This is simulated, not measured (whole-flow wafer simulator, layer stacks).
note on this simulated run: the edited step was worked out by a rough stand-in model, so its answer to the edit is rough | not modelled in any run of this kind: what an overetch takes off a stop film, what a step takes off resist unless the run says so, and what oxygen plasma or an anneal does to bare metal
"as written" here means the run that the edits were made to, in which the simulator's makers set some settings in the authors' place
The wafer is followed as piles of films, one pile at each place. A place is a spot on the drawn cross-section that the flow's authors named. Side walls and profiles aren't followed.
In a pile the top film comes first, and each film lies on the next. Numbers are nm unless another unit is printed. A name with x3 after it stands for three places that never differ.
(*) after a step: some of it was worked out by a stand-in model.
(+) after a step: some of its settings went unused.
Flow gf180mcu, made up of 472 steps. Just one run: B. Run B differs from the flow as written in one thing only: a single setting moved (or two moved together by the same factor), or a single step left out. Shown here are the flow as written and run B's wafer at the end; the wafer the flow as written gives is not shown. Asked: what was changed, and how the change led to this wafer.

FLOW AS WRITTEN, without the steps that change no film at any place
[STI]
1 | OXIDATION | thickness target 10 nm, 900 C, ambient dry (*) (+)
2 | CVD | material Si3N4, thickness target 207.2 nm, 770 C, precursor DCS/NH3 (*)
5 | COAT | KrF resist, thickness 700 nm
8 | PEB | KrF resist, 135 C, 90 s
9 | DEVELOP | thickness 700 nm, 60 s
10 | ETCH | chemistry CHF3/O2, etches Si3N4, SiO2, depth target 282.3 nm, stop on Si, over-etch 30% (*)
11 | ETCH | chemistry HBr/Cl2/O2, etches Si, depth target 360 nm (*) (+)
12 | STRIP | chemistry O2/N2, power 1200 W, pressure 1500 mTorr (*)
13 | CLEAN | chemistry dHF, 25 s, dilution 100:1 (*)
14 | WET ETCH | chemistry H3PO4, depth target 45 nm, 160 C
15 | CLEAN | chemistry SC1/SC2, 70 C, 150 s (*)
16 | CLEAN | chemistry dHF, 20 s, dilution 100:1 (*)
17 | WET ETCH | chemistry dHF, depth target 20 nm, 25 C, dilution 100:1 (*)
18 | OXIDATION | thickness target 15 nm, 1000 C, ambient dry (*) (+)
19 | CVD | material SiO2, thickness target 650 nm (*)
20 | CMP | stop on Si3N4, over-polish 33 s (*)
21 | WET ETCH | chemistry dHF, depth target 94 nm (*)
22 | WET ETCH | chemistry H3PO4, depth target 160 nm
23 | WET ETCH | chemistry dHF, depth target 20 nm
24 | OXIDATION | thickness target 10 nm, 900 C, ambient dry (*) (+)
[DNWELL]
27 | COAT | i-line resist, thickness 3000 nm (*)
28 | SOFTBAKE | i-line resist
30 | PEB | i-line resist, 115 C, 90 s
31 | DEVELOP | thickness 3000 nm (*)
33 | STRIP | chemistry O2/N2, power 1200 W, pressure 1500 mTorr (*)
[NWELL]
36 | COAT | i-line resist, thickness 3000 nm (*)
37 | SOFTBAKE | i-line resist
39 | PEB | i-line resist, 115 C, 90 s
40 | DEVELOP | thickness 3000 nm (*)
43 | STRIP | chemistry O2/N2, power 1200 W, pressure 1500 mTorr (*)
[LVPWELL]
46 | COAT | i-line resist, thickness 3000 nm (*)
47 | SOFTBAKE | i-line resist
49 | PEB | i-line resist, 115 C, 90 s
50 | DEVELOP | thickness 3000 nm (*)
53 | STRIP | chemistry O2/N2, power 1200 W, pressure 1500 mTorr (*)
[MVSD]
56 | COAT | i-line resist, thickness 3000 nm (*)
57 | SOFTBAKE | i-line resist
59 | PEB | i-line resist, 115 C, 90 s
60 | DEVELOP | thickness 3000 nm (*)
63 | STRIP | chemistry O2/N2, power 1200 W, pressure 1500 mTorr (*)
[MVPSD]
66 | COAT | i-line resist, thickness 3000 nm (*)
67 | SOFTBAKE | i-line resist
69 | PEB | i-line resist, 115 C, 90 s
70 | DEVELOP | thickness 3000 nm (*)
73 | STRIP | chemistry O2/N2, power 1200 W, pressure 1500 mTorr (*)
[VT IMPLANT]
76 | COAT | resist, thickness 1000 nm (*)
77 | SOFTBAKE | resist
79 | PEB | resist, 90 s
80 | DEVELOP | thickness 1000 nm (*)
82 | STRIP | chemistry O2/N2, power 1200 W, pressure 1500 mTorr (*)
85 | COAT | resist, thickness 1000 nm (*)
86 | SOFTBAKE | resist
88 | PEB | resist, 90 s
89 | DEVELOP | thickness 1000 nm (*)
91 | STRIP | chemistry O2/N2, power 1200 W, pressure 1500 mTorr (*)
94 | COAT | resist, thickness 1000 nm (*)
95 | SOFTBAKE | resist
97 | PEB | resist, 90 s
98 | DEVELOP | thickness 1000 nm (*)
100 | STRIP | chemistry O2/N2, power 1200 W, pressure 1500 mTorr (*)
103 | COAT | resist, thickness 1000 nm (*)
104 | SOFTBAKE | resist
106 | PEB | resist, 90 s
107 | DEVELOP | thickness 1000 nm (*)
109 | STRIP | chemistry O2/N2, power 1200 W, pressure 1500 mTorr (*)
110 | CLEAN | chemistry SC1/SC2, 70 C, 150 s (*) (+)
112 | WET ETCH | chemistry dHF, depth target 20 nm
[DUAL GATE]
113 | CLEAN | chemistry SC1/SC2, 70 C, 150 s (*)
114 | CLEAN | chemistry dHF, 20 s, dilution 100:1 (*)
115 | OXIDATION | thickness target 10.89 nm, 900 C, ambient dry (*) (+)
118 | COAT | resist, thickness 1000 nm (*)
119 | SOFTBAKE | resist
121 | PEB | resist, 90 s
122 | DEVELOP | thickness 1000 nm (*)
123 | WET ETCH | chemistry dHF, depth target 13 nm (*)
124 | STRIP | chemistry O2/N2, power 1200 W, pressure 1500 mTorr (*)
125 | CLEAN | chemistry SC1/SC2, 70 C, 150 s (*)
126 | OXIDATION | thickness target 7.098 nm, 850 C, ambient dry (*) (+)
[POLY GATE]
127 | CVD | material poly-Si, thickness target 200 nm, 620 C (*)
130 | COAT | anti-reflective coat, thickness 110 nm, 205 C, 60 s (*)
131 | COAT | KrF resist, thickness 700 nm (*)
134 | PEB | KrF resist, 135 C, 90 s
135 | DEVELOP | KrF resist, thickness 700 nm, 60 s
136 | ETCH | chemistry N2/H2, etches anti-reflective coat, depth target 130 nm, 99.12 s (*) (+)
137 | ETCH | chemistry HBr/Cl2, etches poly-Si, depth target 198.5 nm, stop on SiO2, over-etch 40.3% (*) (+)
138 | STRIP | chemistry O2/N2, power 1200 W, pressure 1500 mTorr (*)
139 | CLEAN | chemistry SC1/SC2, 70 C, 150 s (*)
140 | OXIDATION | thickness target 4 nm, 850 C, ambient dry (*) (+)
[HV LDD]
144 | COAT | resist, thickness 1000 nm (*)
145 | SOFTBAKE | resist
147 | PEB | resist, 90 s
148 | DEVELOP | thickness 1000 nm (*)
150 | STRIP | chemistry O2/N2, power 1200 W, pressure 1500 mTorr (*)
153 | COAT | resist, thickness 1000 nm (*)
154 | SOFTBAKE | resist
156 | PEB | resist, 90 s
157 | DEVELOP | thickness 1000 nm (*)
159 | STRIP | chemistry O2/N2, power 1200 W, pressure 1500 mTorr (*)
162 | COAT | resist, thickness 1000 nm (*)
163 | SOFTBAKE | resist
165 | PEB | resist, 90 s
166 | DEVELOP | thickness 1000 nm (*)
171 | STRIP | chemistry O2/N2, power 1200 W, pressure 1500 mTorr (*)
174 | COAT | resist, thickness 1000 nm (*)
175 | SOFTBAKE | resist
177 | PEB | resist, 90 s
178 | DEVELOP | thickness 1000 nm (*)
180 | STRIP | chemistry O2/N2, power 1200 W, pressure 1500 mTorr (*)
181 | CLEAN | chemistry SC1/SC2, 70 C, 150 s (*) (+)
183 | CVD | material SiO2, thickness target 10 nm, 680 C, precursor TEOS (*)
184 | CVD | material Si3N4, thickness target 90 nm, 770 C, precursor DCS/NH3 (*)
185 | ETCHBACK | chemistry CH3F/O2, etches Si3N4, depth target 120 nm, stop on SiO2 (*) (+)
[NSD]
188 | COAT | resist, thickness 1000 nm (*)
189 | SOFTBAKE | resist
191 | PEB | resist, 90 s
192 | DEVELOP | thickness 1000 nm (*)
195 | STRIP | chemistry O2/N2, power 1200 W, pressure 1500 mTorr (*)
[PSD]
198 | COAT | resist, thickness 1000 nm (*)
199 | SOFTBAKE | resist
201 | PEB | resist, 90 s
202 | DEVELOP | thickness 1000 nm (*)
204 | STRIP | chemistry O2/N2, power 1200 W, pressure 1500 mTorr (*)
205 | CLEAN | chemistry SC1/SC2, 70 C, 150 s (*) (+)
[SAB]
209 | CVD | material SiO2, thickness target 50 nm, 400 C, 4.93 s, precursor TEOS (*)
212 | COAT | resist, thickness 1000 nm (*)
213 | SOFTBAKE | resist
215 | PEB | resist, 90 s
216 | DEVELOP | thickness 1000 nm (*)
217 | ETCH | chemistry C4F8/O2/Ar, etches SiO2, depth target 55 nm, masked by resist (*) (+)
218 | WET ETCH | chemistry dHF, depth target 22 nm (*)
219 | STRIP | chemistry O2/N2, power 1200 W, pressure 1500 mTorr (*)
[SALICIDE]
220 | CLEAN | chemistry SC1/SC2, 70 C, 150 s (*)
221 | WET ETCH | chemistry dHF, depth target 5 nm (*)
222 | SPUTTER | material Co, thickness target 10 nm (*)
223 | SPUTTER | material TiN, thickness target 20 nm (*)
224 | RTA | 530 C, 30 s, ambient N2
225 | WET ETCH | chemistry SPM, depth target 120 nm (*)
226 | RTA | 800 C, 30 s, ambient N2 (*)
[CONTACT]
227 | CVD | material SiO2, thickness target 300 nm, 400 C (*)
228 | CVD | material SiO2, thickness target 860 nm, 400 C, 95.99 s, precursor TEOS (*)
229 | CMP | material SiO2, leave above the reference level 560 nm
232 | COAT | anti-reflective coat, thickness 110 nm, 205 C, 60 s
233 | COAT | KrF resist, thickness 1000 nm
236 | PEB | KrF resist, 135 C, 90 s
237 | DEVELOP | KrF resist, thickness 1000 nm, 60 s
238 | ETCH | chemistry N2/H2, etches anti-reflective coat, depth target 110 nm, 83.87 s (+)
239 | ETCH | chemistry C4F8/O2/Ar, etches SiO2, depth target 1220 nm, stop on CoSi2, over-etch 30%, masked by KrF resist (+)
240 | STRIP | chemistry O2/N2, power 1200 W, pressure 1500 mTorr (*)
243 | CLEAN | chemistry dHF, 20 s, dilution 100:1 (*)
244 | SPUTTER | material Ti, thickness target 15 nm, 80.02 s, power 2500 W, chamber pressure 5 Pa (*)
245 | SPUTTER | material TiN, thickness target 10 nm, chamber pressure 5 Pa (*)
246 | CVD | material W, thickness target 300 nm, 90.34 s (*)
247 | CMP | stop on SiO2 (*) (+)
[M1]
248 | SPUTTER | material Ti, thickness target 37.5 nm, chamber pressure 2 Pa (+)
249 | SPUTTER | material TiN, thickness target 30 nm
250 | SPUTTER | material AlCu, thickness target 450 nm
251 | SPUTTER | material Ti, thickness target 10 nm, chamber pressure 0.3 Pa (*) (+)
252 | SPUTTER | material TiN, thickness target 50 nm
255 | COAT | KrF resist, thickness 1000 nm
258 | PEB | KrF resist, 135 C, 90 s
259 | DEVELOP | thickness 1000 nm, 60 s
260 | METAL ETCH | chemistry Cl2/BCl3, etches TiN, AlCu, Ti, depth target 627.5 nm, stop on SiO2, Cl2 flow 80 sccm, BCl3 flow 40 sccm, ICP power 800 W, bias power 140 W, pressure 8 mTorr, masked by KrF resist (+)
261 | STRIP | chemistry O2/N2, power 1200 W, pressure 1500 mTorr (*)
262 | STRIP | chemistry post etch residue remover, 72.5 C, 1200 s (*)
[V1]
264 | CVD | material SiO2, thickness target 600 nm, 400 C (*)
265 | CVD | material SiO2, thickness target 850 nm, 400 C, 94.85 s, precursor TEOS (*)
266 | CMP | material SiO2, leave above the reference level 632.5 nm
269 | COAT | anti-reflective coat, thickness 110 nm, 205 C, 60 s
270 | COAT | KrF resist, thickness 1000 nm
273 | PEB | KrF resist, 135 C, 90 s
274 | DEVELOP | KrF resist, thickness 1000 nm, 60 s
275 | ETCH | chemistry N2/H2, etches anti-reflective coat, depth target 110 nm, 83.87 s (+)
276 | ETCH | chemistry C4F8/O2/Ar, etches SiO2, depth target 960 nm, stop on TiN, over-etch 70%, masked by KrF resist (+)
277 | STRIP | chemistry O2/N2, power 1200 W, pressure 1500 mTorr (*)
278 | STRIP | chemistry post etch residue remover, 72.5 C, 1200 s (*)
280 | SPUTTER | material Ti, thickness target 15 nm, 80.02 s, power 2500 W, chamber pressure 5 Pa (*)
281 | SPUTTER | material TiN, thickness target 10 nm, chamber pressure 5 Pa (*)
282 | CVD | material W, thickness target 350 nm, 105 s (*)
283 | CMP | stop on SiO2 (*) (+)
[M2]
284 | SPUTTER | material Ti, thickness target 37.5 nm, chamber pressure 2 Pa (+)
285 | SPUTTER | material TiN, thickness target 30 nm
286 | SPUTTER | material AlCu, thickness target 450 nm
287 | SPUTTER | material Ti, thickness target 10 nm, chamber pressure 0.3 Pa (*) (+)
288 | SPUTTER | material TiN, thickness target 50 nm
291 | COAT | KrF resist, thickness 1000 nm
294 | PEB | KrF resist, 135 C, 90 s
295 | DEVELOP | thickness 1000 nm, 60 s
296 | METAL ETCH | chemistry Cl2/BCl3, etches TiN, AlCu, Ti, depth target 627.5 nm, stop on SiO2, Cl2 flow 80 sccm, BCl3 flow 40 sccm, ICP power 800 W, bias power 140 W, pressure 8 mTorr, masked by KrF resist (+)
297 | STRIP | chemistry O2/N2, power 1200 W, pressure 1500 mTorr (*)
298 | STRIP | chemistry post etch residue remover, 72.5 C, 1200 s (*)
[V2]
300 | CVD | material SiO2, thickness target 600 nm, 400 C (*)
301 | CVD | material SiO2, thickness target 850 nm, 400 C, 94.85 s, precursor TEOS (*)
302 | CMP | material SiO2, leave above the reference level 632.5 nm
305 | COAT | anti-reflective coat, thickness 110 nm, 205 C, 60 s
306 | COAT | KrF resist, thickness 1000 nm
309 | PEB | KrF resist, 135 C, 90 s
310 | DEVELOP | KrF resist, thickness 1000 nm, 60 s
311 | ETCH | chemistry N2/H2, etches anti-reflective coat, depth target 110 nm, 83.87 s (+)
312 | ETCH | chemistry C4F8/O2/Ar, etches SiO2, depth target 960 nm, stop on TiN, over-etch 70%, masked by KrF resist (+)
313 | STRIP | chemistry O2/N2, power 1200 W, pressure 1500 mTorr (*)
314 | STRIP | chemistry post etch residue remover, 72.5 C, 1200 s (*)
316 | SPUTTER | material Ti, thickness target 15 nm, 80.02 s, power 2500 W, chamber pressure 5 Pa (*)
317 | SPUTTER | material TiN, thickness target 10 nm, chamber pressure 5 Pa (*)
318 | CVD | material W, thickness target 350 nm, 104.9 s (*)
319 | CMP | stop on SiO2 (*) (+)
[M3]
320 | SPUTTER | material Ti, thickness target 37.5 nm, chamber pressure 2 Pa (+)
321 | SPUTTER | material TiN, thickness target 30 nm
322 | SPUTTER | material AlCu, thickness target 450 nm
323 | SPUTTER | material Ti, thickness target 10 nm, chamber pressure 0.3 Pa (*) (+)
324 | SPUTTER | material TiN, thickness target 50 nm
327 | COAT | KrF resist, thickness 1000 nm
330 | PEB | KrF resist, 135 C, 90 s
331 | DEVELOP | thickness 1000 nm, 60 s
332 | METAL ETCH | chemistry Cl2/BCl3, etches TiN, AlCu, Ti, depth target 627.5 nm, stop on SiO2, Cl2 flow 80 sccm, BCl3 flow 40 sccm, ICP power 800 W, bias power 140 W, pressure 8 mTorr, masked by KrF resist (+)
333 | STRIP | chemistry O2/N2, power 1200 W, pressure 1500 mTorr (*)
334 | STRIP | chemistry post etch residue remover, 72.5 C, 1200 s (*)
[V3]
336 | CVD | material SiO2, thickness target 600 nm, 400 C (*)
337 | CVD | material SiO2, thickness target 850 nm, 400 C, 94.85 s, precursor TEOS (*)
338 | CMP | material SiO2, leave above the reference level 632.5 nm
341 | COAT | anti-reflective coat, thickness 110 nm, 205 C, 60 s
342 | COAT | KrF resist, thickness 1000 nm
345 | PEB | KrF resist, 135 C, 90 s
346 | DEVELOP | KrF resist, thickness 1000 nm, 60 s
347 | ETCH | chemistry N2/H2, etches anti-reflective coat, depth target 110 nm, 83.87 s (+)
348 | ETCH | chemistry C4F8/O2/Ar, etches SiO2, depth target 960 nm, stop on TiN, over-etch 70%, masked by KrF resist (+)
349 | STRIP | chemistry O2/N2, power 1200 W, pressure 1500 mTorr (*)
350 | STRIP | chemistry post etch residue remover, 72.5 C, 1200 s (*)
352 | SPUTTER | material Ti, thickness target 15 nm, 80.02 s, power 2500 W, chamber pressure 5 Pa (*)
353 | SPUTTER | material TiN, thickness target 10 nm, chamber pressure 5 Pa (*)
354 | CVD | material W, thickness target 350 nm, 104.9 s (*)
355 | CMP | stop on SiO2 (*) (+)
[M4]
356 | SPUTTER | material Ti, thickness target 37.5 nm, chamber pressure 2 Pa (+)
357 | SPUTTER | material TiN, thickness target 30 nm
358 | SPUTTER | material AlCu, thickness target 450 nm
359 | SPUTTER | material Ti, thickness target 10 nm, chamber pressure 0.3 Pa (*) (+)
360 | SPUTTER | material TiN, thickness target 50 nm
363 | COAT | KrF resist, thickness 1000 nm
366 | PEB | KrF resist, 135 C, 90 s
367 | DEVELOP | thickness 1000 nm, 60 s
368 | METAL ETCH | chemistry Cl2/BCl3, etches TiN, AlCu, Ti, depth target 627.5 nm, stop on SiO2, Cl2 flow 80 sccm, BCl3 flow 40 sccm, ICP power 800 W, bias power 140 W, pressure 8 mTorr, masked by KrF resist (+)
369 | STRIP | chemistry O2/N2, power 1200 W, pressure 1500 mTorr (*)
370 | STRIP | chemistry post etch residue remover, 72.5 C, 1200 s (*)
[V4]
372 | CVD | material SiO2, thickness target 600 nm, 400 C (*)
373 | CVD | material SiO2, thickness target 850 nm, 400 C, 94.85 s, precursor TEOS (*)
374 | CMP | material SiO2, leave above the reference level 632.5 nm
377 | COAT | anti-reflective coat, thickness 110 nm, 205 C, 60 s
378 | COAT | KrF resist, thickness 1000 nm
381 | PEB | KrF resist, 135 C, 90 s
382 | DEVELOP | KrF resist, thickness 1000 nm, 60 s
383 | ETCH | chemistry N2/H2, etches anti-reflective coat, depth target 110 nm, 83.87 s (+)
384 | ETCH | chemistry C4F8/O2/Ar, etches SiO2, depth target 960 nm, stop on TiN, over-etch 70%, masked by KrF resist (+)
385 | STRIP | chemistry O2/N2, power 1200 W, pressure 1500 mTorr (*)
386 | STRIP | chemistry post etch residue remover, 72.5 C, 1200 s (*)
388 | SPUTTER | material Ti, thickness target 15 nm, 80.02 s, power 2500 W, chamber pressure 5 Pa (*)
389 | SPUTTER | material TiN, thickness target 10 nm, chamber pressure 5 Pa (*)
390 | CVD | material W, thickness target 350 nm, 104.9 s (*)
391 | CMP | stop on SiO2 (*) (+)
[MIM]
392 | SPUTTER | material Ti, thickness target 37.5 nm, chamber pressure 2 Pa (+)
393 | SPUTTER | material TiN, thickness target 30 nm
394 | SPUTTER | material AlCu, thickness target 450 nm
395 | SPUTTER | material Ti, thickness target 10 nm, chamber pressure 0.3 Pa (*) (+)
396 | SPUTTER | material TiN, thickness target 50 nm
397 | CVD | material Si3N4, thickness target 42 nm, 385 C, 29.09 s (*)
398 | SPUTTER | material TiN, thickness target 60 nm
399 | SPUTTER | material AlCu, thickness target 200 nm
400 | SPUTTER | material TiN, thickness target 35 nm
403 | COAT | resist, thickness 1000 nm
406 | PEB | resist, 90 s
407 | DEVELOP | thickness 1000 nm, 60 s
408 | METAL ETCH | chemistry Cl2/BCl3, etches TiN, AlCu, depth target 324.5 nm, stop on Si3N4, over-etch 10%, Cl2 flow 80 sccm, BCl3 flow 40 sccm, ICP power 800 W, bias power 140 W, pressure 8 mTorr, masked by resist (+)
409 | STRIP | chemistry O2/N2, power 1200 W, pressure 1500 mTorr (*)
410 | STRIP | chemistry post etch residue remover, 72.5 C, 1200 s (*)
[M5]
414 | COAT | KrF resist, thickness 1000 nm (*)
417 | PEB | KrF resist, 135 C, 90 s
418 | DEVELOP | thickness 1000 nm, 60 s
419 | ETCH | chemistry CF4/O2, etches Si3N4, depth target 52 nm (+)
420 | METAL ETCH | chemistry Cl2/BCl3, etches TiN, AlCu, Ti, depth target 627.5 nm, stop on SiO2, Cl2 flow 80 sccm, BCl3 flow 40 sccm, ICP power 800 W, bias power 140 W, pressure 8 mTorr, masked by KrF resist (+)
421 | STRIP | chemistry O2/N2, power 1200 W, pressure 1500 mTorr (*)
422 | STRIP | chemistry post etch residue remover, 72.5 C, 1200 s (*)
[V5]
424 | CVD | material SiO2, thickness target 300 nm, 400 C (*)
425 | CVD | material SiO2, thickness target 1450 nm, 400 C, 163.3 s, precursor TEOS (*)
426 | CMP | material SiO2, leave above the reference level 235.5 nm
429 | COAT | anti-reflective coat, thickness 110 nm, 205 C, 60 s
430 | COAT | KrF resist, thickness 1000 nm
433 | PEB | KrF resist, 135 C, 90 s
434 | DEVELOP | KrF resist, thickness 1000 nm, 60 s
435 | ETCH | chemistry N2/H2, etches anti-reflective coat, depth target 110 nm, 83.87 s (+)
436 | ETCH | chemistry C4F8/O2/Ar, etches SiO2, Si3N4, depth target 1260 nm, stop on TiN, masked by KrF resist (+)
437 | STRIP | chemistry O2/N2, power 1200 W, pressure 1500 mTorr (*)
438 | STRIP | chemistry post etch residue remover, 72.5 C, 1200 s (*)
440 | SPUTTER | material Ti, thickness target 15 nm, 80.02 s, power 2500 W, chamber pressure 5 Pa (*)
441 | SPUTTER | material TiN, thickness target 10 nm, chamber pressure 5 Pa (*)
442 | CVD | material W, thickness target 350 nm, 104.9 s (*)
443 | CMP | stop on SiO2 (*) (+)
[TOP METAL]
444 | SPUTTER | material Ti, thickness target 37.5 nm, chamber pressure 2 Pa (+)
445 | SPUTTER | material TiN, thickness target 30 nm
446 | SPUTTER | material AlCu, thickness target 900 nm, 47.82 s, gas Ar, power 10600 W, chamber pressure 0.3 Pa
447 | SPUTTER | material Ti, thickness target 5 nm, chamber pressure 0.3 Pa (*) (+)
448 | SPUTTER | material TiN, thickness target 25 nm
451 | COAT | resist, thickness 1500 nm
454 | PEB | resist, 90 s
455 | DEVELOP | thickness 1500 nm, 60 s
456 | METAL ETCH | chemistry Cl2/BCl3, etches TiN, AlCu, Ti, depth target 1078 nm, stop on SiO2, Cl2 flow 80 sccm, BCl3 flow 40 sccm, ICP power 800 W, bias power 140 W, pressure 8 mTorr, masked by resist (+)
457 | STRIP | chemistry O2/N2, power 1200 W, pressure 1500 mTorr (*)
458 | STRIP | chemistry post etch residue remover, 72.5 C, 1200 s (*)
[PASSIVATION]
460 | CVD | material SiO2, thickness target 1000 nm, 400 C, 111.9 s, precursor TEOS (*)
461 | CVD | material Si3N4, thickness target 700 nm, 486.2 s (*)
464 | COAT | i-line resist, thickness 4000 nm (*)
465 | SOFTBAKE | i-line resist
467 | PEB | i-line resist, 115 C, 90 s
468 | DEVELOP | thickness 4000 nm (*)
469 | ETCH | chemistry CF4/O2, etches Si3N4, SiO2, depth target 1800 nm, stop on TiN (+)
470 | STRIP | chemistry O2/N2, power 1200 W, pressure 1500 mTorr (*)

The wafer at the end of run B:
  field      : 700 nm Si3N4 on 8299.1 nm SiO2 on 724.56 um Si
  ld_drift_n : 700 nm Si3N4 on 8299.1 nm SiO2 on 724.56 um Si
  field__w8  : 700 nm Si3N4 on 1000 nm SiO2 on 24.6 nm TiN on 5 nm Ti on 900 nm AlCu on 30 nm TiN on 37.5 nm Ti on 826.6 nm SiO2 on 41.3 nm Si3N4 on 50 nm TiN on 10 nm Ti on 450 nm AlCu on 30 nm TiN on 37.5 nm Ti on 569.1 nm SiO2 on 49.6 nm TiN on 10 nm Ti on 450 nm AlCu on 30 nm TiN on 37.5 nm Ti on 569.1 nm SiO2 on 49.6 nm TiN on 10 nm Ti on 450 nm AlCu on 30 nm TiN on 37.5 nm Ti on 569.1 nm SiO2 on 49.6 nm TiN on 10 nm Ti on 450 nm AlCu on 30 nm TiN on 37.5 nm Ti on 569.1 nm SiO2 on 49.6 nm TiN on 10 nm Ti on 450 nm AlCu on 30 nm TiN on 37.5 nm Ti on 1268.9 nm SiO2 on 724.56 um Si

Cause: step 11, ETCH: depth target 432 nm was run, while the flow as written has depth target 360 nm.

How this came from the change, step by step:
  11 | ETCH | chemistry HBr/Cl2/O2, etches Si, depth target 360 nm (*) (+)
      active, n_well, p_well and 40 more: -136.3 KrF resist (as written it would have been: -112.3 KrF resist)
      field, field_sub, sti and 34 more: -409 Si (as written it would have been: -337 Si)
  12 | STRIP | chemistry O2/N2, power 1200 W, pressure 1500 mTorr (*)
      active, n_well, p_well and 40 more: -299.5 KrF resist (all of it) (as written it would have been: -323.5 KrF resist (all of it))
  19 | CVD | material SiO2, thickness target 650 nm (*)
      m1, ld_fp_n, ld_drift_n and 8 more: +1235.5 SiO2 (as written it would have been: +1163.5 SiO2)
  20 | CMP | stop on Si3N4, over-polish 33 s (*)
      sti, mim_1p0, pad and 11 more: -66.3 SiO2 (as written it would have been: -138.3 SiO2)
      nw_enc_fld, nw_enc_fld_lv: -70.4 SiO2 (as written it would have been: -142.4 SiO2)
      (and at 10 other places as well)
